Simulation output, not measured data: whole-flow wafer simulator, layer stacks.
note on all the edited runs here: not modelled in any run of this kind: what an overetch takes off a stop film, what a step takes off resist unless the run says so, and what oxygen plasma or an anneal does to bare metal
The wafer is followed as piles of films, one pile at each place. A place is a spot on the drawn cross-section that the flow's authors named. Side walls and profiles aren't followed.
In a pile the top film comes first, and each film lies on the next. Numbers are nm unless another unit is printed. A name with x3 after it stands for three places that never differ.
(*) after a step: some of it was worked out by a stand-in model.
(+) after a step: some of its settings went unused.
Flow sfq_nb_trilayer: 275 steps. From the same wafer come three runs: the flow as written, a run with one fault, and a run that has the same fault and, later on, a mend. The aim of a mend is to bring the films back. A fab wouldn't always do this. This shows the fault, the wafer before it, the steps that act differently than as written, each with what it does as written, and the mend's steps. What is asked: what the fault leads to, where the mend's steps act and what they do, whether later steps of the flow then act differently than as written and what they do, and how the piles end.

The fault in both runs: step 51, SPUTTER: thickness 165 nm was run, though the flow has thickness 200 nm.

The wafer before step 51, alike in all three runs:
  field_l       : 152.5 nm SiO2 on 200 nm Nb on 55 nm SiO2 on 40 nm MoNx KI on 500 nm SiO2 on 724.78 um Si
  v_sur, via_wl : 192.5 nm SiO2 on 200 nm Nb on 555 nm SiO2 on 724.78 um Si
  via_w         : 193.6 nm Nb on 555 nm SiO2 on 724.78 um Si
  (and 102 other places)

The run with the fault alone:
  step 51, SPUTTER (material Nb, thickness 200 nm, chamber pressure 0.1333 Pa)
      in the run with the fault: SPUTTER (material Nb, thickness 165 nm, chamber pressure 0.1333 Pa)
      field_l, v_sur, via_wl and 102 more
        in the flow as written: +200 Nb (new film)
        in the run with the fault: +165 Nb (new film)
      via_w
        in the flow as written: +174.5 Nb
        in the run with the fault: +144.4 Nb
  Steps further on in the flow that do not act as written (2 more steps, not shown, differ only slightly: by at most 2% or 0.5 nm, whichever is larger):
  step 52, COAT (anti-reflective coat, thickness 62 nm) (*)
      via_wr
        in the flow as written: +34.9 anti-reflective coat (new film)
        in the run with the fault: +33.7 anti-reflective coat (new film)
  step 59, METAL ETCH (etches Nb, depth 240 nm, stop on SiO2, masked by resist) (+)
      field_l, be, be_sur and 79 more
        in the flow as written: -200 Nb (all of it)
        in the run with the fault: -165 Nb (all of it)
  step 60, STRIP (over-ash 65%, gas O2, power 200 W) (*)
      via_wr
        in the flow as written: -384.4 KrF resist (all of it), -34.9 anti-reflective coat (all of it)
        in the run with the fault: -385.9 KrF resist (all of it), -33.7 anti-reflective coat (all of it)
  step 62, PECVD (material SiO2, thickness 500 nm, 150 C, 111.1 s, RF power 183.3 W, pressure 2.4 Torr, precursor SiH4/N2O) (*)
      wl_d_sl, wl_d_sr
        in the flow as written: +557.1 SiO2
        in the run with the fault: +522.1 SiO2
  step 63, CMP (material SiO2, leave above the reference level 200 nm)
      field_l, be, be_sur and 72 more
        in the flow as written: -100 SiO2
        in the run with the fault: -135 SiO2
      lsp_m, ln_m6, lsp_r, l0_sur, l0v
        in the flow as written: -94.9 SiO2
        in the run with the fault: -135 SiO2
  The piles end different from the flow's at v_sur, via_wl, via_w and 40 more by more than 2% or 0.5 nm, whichever is larger.
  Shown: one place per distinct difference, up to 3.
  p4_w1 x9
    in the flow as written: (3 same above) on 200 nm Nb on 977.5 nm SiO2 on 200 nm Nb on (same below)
    in the run with the fault: (3 same above) on 200 nm Nb on 942.5 nm SiO2 on 200 nm Nb on (same below)
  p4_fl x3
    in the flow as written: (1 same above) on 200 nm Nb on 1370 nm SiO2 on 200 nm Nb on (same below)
    in the run with the fault: (1 same above) on 200 nm Nb on 1335 nm SiO2 on 200 nm Nb on (same below)
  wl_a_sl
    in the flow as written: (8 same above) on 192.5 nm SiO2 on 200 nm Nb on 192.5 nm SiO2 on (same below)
    in the run with the fault: (8 same above) on 192.5 nm SiO2 on 165 nm Nb on 192.5 nm SiO2 on (same below)

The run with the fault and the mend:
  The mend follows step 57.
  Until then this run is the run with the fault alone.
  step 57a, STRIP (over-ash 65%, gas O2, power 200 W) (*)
      p4_fl x3, p4_w1 x9, p4_g1 x2 and 47 more
        -62 anti-reflective coat (all of it)
      wl_j_sl, wl_jj, wl_j_sr and 13 more
        -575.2 KrF resist (all of it), -62 anti-reflective coat (all of it)
      r_sur, res, r_end and 8 more
        -61.8 anti-reflective coat (all of it)
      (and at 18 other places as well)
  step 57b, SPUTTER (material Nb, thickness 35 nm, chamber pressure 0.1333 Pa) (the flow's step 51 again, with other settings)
      field_l, v_sur, via_wl and 102 more
        +35 Nb
      via_w
        +27.1 Nb
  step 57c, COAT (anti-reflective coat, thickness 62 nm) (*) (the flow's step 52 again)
      p4_fl x3, p4_w1 x9, p4_g1 x2 and 63 more
        +62 anti-reflective coat (new film)
      r_sur, res, r_end and 9 more
        +61.8 anti-reflective coat (new film)
      jj_sur, ce_l, c5j, ce_r, sp_r, be_r
        +61.7 anti-reflective coat (new film)
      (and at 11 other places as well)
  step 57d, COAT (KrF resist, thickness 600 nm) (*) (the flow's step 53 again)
      p4_fl x3, p4_w1 x9, p4_g1 x2 and 63 more
        +600 KrF resist (new film)
      res, r_end, moat, field_r, l0_sur
        +599.4 KrF resist (new film)
      lsp_l, ln_m5, lsp_m, ln_m6, lsp_r
        +599.5 KrF resist (new film)
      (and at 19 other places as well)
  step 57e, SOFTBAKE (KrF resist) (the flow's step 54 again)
      alters no film at any place that is followed
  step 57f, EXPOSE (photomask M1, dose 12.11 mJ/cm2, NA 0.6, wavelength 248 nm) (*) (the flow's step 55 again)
      alters no film at any place that is followed
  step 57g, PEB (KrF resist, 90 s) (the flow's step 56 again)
      wire, be, be_sur and 96 more
        -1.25 KrF resist
      field_l, via_v
        -1.24 KrF resist
      via_wl, via_wr
        -1.26 KrF resist
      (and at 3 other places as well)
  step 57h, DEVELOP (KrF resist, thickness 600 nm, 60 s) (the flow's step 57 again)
      p4_fl x3, p4_w1 x9, p4_g1 x2 and 47 more
        -598.7 KrF resist (all of it)
      v_sur, via_wl, via_w and 21 more
        -23.5 KrF resist
      moat, field_r, lsp_l, lsp_m, ln_m6, lsp_r, l0_sur
        -598.2 KrF resist (all of it)
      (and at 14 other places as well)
  None of the later steps of the flow differs from how it acts as written, at any place that is followed, by more than 2% or 0.5 nm, whichever is larger.
  The piles end only slightly different from the flow's at the places that both follow, by no more than 2% or 0.5 nm, whichever is larger.
